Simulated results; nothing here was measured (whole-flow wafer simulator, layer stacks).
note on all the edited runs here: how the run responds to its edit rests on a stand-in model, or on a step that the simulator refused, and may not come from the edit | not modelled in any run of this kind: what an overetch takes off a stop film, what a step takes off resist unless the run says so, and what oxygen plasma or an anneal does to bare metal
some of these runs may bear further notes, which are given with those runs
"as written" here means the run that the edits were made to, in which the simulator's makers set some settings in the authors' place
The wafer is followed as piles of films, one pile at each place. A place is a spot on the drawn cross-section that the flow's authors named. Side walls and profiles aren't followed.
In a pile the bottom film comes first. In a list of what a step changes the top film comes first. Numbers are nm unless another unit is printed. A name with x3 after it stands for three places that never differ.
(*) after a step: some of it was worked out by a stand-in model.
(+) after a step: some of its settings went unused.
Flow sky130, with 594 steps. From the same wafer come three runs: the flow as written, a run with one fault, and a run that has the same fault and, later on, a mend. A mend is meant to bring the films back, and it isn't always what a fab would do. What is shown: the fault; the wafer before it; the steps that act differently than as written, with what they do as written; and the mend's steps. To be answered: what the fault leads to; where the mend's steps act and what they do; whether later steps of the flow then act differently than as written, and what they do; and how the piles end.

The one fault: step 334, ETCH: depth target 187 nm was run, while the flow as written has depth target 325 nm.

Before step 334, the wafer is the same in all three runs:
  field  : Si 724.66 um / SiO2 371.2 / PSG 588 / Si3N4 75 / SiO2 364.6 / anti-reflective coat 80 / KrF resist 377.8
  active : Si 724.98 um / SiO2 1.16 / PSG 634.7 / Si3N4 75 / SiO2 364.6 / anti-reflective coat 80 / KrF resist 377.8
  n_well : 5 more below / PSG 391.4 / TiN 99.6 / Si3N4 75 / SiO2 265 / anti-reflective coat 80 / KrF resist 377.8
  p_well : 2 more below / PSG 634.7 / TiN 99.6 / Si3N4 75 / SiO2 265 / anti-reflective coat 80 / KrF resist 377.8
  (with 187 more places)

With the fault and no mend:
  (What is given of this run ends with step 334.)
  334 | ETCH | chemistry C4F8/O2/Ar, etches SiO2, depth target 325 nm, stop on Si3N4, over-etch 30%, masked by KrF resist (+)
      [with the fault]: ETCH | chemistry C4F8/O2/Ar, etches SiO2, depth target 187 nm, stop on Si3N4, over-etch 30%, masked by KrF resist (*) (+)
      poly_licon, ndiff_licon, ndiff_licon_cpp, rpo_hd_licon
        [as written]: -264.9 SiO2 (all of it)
        [with the fault]: -187 SiO2
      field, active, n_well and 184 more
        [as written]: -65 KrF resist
        [with the fault]: -37.4 KrF resist
  After step 334, at field, active, n_well and 188 more, the piles differ from the flow's by more than 2% or 0.5 nm, whichever is larger.
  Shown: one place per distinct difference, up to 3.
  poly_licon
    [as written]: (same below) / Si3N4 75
    [with the fault]: (same below) / Si3N4 75 / SiO2 77.9
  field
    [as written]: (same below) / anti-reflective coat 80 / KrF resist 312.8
    [with the fault]: (same below) / anti-reflective coat 80 / KrF resist 340.4

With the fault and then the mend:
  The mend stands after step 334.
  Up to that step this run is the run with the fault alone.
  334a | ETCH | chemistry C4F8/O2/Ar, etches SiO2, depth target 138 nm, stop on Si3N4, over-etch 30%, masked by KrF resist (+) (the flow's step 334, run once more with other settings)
      field, active, n_well and 184 more
        -27.6 KrF resist
      poly_licon, ndiff_licon, ndiff_licon_cpp, rpo_hd_licon
        -77.9 SiO2 (all of it)
  Later steps of the flow that are run all act as written at every place that is followed.
  By the end, the piles equal the flow's at every place that both follow.
